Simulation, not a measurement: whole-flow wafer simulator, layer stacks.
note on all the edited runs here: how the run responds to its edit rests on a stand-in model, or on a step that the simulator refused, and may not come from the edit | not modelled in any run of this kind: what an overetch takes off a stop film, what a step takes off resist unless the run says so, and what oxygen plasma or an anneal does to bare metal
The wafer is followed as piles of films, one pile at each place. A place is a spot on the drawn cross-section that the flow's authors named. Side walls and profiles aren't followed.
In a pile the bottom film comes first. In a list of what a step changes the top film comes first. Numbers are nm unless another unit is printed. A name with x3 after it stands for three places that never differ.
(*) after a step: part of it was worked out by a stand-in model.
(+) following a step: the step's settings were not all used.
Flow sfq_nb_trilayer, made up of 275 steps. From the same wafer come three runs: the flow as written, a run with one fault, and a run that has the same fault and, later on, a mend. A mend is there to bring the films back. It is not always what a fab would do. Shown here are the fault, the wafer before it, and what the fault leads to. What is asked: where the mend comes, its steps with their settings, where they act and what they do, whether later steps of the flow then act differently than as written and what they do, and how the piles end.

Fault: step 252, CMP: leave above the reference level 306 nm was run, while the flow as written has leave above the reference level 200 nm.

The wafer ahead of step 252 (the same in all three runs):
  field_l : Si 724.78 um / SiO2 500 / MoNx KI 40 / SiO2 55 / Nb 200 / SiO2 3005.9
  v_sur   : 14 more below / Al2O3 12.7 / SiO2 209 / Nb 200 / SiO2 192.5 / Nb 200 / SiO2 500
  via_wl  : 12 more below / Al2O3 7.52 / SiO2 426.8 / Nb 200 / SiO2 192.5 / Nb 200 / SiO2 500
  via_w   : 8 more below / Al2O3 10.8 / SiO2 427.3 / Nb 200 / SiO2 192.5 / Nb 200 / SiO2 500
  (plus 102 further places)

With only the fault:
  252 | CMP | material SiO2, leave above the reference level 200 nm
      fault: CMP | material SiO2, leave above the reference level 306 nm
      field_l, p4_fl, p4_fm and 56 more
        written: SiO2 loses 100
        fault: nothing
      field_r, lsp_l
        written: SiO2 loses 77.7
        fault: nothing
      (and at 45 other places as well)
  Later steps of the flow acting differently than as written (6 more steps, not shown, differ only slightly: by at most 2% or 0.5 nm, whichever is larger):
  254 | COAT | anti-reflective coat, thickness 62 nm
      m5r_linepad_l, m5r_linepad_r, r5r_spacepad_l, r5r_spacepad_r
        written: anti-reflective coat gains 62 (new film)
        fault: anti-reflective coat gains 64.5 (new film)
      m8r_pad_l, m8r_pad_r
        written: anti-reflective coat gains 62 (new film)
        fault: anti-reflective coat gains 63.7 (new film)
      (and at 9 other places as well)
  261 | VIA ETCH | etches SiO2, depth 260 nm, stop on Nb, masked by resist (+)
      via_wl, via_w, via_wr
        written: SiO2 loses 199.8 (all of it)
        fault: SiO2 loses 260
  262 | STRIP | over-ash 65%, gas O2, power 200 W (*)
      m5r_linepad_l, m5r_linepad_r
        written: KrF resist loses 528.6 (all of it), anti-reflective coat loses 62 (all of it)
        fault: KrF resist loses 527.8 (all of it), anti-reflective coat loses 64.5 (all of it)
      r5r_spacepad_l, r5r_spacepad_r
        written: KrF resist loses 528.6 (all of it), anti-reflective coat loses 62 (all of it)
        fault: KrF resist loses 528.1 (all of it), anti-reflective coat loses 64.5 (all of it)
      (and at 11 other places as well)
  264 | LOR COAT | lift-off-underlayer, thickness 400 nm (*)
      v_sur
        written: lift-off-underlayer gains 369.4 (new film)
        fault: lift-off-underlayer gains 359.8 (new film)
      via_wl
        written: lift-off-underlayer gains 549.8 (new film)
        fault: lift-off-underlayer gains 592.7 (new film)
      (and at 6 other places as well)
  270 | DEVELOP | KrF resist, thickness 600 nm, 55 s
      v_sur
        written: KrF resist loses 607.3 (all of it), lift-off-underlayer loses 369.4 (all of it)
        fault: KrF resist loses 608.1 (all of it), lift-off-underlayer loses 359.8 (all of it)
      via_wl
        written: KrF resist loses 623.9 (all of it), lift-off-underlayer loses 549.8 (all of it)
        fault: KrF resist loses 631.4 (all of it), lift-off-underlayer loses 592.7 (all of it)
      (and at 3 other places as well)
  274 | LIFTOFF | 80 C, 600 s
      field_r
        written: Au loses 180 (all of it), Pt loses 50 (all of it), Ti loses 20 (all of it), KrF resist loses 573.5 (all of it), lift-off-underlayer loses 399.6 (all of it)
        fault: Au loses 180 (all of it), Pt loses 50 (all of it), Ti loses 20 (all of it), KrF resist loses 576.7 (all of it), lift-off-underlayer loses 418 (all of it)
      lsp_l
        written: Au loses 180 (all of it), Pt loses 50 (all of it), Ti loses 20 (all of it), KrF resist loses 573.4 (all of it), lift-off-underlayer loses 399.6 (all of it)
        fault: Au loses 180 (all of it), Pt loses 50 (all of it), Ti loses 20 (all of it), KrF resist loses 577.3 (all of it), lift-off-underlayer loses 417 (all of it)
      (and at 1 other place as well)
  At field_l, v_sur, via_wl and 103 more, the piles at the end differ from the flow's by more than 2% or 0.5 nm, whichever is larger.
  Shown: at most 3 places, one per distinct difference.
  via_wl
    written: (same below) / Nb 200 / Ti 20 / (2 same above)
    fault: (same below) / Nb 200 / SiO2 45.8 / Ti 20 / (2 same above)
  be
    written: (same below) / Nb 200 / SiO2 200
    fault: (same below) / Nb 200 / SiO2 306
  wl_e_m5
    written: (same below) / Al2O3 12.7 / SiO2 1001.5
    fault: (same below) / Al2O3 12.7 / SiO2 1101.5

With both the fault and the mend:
  The mend stands after step 259.
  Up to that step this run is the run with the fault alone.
  259a | STRIP | over-ash 65%, gas O2, power 200 W (*)
      p3_s2, p3_l3, p3_s3, p3_l4, p3_s4, p3_l5, p3_s5
        KrF resist loses 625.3 (all of it), anti-reflective coat loses 62.1 (all of it)
      wl_j_sl, wl_jj, wl_j_sr, wl_a_sl, wl_a_m6, wl_g_m5, wl_g_sr
        KrF resist loses 624.5 (all of it), anti-reflective coat loses 61.8 (all of it)
      via_v, wire, gap, jj_sur, ce_l, c5j
        KrF resist loses 623.8 (all of it), anti-reflective coat loses 61.7 (all of it)
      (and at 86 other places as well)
  259b | CMP | material SiO2, leave above the reference level 200 nm (the flow's step 252, run once more)
      field_l, p4_fl, p4_fm and 56 more
        SiO2 loses 100
      v_sur, via_wl, via_w and 40 more
        SiO2 loses 106
      field_r, lsp_l
        SiO2 loses 77.7
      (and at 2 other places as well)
  259c | COAT | anti-reflective coat, thickness 62 nm (the flow's step 254, run once more)
      field_l, v_sur, via_wl and 103 more
        anti-reflective coat gains 62 (new film)
  259d | COAT | KrF resist, thickness 650 nm (the flow's step 255, run once more)
      field_l, v_sur, via_wl and 103 more
        KrF resist gains 650 (new film)
  259e | SOFTBAKE | KrF resist (the flow's step 256, run once more)
      alters no film at any place that is followed
  259f | EXPOSE | photomask I7, dose 11.93 mJ/cm2, NA 0.6, wavelength 248 nm (*) (the flow's step 257, run once more)
      alters no film at any place that is followed
  259g | PEB | KrF resist, 90 s (the flow's step 258, run once more)
      field_l, v_sur, via_wl and 103 more
        KrF resist loses 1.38
  259h | DEVELOP | KrF resist, thickness 650 nm, 60 s (the flow's step 259, run once more)
      field_l, v_sur, via_sp and 100 more
        KrF resist loses 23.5
      via_wl, via_w, via_wr
        KrF resist loses 648.6 (all of it)
  Later steps of the flow that are run all act as written at every place that is followed.
  The piles end the same as the flow's at every place that both follow.
